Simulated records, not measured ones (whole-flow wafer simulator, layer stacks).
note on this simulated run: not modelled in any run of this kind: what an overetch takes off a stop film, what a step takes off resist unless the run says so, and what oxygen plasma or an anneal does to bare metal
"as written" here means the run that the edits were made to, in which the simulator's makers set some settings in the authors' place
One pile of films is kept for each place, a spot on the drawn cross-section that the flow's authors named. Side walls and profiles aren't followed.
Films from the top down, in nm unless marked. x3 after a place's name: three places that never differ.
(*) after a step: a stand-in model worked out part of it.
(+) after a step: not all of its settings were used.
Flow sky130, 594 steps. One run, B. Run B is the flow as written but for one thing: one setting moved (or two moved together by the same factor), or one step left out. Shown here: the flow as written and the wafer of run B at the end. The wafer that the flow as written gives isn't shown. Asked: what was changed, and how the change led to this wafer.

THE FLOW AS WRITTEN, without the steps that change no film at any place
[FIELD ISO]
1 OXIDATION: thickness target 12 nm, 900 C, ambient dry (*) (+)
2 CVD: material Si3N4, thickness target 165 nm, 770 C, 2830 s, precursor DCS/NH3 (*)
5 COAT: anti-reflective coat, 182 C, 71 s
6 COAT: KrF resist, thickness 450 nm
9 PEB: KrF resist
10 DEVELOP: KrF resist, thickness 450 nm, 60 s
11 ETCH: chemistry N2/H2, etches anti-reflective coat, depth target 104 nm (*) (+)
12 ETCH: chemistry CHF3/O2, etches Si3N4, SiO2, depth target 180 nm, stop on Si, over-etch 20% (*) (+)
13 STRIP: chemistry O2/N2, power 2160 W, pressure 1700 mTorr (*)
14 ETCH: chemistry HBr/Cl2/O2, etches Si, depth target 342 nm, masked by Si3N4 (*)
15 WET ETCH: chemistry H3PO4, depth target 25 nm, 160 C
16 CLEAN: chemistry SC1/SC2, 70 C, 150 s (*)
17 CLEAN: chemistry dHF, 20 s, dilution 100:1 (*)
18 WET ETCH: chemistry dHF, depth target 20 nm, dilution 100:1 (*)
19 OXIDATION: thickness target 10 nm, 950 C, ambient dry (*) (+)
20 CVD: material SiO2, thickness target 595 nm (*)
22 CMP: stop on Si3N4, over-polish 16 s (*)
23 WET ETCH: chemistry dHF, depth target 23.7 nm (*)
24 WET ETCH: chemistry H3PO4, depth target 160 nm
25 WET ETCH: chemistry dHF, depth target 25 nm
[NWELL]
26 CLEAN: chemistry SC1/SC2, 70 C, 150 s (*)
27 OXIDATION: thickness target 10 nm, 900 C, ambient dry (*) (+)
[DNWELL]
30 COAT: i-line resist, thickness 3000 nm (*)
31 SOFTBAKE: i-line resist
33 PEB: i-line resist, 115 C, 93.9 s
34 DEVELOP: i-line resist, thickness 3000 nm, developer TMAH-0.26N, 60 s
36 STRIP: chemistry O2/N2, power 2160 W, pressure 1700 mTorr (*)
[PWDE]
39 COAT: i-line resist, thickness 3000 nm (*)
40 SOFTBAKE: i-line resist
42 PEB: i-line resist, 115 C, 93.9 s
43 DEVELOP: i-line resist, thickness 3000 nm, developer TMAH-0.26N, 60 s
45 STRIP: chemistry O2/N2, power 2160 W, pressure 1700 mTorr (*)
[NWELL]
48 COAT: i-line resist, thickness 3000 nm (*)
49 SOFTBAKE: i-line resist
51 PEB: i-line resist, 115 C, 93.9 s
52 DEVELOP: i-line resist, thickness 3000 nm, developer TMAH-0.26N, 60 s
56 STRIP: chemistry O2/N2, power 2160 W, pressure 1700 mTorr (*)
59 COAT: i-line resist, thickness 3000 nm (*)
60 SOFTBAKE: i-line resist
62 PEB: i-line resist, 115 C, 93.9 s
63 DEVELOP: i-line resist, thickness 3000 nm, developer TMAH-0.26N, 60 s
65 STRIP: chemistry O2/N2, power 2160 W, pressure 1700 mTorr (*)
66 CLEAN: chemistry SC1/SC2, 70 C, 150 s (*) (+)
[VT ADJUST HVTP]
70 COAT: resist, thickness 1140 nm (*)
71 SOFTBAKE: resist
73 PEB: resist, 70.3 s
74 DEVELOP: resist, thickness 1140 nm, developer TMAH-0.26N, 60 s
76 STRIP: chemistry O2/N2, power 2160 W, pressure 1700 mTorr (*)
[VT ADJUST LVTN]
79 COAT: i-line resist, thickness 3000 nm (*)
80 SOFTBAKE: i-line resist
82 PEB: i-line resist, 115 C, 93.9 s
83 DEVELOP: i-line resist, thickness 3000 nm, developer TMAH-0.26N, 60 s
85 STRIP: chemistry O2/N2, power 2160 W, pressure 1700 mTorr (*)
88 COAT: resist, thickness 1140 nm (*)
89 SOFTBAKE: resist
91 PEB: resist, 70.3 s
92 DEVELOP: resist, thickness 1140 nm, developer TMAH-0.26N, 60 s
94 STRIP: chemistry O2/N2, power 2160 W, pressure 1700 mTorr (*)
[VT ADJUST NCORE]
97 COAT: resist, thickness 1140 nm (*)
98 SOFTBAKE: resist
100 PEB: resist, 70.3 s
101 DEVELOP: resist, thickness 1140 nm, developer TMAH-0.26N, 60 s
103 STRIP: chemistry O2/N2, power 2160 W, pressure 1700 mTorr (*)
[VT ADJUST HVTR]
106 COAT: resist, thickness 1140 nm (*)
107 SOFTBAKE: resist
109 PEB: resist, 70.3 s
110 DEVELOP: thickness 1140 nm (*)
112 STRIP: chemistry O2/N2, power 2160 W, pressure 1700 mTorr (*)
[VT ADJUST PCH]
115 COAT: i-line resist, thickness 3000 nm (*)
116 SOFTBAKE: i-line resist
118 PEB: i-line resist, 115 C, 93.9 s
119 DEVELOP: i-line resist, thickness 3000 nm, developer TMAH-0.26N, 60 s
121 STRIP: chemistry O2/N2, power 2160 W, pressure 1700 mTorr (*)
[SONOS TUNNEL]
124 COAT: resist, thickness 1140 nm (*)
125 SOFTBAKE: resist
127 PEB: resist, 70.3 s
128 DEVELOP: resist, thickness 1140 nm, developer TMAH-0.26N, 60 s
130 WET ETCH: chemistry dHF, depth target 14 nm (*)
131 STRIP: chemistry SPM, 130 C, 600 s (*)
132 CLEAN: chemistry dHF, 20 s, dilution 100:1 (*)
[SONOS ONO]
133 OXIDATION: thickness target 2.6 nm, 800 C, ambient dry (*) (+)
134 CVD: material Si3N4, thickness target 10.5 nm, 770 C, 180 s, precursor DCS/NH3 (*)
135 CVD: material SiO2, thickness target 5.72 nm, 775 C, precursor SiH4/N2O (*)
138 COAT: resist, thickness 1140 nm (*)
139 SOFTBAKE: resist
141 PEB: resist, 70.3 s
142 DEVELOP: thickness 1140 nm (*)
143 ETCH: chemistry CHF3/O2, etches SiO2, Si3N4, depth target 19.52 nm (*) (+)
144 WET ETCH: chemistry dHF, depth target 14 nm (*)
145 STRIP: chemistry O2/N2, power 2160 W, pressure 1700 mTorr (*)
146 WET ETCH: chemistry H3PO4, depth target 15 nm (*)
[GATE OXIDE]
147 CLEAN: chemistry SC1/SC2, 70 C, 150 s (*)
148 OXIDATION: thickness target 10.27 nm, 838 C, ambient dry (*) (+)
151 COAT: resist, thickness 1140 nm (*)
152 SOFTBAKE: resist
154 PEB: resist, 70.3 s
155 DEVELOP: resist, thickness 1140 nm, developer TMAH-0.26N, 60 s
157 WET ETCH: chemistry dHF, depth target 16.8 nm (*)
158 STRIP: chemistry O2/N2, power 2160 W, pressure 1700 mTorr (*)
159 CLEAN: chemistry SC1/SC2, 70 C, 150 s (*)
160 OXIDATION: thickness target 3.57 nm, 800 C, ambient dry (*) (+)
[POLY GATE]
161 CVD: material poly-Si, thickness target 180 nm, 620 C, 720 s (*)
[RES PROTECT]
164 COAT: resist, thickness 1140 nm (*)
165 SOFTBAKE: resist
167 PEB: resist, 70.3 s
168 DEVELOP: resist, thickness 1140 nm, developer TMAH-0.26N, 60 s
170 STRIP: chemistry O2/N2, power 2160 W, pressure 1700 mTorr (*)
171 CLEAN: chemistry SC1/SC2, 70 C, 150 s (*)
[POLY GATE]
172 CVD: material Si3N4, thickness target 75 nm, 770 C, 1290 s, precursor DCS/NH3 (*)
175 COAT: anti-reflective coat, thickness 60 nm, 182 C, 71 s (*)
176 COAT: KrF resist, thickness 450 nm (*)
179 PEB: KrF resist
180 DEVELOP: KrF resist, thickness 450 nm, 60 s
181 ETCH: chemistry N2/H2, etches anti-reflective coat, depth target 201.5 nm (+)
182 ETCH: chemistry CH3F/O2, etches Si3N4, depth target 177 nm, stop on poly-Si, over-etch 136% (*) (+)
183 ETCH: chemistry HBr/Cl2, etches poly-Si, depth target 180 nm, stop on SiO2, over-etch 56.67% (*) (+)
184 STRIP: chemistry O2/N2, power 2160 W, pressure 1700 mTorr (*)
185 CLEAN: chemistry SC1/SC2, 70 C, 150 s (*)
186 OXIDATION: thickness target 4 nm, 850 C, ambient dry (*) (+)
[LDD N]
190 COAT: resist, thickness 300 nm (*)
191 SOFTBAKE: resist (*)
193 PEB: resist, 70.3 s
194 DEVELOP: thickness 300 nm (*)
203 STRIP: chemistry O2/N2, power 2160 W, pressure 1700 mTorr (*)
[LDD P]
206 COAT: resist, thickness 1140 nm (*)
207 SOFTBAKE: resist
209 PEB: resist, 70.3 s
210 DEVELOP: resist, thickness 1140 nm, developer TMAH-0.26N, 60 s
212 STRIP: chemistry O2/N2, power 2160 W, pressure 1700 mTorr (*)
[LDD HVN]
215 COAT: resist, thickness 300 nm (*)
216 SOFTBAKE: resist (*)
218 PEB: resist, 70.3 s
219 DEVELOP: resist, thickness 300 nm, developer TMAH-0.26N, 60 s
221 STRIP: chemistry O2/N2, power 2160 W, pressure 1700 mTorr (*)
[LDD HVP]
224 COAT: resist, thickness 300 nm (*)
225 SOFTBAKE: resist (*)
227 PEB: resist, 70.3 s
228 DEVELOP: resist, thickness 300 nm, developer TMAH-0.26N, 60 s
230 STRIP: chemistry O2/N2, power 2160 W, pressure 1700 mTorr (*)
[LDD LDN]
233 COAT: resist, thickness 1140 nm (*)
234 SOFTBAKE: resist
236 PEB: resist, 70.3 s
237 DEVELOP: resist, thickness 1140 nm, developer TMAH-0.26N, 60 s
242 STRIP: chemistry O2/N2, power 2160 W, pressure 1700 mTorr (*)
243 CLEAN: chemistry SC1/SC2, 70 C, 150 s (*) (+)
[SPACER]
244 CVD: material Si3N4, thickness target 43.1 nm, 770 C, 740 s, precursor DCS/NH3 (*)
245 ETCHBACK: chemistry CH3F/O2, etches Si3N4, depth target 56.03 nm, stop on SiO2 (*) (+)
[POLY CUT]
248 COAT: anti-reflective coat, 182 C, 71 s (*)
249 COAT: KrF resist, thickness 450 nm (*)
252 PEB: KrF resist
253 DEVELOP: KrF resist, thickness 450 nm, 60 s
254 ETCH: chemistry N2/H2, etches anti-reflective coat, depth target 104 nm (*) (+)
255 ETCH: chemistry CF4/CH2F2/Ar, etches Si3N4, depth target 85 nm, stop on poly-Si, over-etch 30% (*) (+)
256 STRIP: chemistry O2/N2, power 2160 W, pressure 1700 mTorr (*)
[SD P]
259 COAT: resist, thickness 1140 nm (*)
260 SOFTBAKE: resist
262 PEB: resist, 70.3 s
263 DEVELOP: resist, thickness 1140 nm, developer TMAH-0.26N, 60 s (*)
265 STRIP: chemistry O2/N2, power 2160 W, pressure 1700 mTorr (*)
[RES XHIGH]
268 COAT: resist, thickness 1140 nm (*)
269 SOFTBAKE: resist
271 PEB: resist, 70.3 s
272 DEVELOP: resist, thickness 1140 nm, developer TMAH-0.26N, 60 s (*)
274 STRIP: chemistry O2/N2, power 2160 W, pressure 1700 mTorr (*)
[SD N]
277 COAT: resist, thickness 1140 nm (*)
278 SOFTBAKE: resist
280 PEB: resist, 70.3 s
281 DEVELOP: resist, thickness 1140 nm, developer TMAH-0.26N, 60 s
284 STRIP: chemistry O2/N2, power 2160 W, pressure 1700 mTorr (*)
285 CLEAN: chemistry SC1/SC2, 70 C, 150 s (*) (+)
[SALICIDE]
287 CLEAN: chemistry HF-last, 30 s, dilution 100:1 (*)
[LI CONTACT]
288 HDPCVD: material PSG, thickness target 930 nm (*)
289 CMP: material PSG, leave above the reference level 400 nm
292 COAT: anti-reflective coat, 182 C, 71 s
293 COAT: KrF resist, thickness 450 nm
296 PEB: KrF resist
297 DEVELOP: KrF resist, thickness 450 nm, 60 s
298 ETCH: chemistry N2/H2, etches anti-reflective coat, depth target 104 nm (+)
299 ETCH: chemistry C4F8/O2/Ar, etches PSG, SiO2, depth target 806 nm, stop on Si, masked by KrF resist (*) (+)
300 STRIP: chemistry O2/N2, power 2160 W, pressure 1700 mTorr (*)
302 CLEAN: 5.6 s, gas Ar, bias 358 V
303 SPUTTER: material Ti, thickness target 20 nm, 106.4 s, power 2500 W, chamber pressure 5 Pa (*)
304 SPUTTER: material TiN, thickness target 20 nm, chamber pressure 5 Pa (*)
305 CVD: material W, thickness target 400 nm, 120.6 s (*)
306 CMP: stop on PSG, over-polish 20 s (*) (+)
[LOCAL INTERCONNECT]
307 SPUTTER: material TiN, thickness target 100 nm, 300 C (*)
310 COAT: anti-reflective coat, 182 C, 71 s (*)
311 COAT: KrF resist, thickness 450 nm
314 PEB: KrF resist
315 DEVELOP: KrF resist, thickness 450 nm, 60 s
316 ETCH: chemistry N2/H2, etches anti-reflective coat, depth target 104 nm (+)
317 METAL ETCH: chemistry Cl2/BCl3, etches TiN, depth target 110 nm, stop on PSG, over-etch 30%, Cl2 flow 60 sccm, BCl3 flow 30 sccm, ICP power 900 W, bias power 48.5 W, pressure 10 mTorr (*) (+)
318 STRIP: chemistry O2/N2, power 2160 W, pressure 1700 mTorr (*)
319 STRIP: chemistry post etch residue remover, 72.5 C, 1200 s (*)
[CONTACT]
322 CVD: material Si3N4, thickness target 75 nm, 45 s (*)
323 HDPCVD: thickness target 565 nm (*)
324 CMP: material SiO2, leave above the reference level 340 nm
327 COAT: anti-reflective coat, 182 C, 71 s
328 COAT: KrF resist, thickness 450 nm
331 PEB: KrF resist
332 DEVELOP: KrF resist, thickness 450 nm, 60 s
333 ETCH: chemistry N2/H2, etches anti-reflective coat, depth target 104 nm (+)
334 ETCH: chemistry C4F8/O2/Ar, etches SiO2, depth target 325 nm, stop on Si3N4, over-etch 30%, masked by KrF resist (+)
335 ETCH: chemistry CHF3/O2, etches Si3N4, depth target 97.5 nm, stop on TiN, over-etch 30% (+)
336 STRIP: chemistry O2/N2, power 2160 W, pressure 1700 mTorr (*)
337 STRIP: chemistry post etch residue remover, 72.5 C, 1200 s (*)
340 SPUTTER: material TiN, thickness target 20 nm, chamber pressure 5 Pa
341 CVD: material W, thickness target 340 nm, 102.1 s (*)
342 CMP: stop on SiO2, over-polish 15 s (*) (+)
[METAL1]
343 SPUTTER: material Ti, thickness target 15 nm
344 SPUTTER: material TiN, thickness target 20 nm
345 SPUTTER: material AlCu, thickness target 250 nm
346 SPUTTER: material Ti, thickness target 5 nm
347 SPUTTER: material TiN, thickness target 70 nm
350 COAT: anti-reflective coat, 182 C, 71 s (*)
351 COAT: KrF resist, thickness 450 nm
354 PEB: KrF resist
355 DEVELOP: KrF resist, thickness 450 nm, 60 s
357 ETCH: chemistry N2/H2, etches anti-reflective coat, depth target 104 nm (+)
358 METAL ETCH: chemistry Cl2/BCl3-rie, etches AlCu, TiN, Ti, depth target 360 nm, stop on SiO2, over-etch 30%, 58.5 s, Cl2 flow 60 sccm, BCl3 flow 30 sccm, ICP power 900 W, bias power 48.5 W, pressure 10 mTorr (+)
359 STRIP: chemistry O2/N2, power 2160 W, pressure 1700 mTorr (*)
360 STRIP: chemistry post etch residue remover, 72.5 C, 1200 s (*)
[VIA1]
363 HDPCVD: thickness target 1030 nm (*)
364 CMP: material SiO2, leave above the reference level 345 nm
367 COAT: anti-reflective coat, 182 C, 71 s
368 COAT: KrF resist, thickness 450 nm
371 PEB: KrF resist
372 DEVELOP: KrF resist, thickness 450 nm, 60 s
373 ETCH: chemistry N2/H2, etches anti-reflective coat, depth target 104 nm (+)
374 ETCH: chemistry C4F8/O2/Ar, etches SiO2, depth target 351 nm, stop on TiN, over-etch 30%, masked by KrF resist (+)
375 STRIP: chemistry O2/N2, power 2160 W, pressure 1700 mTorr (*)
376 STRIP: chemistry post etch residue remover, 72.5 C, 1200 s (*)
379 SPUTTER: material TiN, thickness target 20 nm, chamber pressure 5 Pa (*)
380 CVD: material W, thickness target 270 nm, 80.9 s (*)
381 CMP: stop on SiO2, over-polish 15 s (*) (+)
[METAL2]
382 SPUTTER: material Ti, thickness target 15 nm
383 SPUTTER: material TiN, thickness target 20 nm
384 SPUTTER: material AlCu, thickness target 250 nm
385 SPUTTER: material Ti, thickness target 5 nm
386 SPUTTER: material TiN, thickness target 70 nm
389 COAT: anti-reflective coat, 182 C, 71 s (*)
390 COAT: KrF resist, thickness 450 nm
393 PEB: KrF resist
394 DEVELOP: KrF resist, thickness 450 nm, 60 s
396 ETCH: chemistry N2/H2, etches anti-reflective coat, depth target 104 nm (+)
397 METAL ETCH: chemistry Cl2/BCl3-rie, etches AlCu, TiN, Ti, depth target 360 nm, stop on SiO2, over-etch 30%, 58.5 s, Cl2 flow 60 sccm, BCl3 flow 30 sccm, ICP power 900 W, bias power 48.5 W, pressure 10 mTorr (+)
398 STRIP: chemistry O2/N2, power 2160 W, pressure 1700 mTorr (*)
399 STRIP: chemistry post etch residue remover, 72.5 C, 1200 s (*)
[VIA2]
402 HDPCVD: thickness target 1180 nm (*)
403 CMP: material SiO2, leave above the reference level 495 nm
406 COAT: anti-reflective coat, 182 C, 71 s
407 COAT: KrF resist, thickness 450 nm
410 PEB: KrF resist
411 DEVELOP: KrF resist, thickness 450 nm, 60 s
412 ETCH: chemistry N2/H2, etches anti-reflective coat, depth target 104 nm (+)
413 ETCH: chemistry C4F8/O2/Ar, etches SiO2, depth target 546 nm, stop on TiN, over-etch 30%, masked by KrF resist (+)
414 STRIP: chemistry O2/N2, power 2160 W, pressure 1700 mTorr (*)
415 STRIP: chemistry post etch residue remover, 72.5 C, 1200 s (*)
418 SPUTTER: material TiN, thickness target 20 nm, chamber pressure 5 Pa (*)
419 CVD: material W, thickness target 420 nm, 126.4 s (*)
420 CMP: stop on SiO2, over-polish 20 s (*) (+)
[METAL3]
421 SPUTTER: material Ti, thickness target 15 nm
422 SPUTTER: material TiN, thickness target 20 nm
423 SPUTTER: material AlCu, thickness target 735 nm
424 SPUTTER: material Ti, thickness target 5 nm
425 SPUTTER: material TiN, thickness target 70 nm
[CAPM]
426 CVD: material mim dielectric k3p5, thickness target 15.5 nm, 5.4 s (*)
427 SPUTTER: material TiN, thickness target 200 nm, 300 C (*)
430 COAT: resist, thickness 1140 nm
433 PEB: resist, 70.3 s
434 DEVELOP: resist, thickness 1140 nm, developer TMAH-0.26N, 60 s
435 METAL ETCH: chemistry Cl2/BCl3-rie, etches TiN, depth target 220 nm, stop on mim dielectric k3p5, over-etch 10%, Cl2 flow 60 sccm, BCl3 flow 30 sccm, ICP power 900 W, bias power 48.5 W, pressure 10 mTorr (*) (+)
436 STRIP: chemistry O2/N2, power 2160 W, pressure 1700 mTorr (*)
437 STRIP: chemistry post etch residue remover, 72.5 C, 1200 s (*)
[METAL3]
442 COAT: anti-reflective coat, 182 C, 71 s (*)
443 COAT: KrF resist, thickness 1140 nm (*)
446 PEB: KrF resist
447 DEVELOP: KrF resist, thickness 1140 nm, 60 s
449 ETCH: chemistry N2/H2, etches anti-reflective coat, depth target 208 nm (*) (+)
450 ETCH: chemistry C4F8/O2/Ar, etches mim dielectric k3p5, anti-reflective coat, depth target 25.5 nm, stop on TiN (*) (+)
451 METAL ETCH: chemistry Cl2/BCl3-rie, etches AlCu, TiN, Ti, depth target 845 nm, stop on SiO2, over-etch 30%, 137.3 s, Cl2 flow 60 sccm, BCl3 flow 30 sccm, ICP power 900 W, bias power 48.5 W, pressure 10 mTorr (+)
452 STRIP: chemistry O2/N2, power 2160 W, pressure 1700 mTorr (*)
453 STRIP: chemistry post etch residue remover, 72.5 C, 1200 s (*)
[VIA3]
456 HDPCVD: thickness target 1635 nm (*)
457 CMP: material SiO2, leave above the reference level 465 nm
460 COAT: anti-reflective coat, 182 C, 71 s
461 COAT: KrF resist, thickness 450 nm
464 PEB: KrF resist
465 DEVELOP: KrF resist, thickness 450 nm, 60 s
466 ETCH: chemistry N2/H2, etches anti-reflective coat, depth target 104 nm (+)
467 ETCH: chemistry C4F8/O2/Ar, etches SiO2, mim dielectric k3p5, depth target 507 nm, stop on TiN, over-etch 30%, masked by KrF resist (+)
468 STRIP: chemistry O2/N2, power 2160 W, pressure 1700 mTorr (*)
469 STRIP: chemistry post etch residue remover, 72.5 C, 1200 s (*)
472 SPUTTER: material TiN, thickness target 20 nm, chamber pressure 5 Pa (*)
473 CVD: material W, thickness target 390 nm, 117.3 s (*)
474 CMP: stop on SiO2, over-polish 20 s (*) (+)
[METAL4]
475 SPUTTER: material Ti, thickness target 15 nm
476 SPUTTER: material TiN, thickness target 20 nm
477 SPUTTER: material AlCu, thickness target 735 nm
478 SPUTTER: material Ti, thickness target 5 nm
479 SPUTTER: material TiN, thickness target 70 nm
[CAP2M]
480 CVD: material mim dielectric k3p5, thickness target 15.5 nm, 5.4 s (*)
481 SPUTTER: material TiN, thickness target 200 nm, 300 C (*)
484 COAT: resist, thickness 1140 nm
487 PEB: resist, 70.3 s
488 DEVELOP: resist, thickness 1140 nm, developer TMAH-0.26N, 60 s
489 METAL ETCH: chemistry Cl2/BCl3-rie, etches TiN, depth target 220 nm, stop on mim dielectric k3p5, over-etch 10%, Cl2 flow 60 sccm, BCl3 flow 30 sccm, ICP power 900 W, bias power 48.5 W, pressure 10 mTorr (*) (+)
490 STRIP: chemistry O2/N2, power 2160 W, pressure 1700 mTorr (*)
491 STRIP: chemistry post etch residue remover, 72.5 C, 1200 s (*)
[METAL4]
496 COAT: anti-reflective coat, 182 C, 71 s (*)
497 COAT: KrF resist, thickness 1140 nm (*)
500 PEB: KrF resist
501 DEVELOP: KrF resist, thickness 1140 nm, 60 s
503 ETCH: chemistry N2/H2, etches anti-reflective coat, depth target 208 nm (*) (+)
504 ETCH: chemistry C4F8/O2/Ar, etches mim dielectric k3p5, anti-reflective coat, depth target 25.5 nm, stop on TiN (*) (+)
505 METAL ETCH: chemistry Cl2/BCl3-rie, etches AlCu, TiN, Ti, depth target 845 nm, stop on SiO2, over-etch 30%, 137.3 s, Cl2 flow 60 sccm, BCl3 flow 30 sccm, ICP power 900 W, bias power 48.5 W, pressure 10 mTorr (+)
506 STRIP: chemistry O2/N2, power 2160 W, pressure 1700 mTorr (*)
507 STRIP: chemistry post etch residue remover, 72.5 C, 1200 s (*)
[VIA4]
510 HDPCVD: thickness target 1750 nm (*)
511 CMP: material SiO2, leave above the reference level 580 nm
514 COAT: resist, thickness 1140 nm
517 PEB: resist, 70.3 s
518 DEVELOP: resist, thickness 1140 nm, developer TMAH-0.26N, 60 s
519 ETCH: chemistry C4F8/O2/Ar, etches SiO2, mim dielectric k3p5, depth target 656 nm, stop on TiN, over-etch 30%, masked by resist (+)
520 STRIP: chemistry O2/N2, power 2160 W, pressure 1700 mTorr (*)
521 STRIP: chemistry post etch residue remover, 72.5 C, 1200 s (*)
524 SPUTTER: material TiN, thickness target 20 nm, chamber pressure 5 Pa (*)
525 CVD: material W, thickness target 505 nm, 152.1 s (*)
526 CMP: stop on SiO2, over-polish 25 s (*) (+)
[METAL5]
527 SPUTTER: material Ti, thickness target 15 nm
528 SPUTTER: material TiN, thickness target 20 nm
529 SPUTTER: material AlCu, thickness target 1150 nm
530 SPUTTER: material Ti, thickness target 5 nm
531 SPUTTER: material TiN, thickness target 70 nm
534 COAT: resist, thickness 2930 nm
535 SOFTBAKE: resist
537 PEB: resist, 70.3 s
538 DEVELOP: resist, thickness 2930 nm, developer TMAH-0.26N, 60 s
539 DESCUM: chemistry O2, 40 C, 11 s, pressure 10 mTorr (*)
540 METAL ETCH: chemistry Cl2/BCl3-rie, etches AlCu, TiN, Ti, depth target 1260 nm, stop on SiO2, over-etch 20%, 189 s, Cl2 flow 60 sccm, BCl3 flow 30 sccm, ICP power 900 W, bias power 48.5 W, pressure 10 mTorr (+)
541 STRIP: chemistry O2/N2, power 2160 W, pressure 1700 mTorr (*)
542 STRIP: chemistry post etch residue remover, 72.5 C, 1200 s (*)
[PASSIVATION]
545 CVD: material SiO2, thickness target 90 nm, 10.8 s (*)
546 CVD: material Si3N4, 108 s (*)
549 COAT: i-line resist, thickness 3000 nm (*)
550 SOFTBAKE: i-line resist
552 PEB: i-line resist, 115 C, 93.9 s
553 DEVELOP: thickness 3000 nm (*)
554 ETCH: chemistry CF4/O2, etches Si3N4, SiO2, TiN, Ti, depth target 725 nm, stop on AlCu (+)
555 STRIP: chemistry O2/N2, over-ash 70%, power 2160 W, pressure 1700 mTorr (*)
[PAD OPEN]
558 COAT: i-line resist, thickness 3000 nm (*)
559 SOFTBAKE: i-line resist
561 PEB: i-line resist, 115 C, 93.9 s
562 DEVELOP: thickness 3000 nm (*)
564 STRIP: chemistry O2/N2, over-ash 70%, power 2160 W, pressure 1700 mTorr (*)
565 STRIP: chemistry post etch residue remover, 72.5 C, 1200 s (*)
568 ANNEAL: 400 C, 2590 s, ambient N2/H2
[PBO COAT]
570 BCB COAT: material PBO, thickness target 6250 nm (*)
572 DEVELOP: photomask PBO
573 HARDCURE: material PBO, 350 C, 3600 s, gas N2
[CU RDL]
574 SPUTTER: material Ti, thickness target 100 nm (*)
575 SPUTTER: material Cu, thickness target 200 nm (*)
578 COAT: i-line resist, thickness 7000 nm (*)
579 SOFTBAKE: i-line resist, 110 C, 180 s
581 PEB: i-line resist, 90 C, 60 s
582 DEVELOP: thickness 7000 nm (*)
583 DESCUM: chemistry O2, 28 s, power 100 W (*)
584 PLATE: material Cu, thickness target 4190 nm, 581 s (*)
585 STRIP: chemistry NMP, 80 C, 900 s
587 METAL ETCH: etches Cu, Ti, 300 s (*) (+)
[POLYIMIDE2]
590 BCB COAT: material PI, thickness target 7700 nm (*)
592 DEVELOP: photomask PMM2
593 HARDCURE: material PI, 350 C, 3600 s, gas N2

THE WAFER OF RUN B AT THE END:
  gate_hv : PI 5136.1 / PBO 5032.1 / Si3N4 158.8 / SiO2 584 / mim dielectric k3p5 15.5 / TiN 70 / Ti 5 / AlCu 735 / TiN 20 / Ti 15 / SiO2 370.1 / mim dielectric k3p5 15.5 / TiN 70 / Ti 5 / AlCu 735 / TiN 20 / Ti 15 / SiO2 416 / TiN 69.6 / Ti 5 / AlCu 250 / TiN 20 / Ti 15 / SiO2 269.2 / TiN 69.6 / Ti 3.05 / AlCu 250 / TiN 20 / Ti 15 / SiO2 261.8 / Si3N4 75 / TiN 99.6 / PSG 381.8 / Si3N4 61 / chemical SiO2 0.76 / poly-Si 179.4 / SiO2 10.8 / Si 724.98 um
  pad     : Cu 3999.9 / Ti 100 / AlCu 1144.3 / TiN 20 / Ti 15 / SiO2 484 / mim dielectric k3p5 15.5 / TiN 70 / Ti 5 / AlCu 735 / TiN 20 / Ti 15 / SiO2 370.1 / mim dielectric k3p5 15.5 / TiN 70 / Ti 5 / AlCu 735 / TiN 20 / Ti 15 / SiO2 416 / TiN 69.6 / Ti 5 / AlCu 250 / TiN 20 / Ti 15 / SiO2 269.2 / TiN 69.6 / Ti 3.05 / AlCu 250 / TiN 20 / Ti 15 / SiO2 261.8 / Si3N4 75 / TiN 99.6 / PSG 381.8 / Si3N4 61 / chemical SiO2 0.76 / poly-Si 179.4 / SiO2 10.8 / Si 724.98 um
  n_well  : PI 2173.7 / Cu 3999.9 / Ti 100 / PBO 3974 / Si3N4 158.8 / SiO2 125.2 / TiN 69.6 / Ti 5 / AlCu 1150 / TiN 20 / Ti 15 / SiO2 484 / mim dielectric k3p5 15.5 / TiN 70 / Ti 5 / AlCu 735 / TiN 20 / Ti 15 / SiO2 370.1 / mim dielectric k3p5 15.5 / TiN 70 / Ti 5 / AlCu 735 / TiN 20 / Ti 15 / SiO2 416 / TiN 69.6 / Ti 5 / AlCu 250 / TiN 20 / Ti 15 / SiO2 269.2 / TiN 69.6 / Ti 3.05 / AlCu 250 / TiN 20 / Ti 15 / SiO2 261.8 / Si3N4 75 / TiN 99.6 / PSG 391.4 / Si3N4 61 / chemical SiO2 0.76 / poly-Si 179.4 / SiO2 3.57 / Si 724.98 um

The cause: step 346, SPUTTER: thickness target 3.05 nm was run, where the flow has thickness target 5 nm.
It can be read off the wafer: gate_hv has Ti 3.05, and step 346 as written asks for 5 nm.

How the change led to this, step by step:
  346 SPUTTER: material Ti, thickness target 5 nm
      field, active, n_well and 188 more: Ti +3.05 (new film) (as written it would be: Ti +5 (new film))
  358 METAL ETCH: chemistry Cl2/BCl3-rie, etches AlCu, TiN, Ti, depth target 360 nm, stop on SiO2, over-etch 30%, 58.5 s, Cl2 flow 60 sccm, BCl3 flow 30 sccm, ICP power 900 W, bias power 48.5 W, pressure 10 mTorr (+)
      field, active, gate and 81 more: TiN -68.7 (all of it), Ti -3.05 (all of it), AlCu -250 (all of it), TiN -20 (all of it), Ti -15 (all of it), SiO2 -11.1 (as written it would be: TiN -68.7 (all of it), Ti -5 (all of it), AlCu -250 (all of it), TiN -20 (all of it), Ti -15 (all of it), SiO2 -10.9)
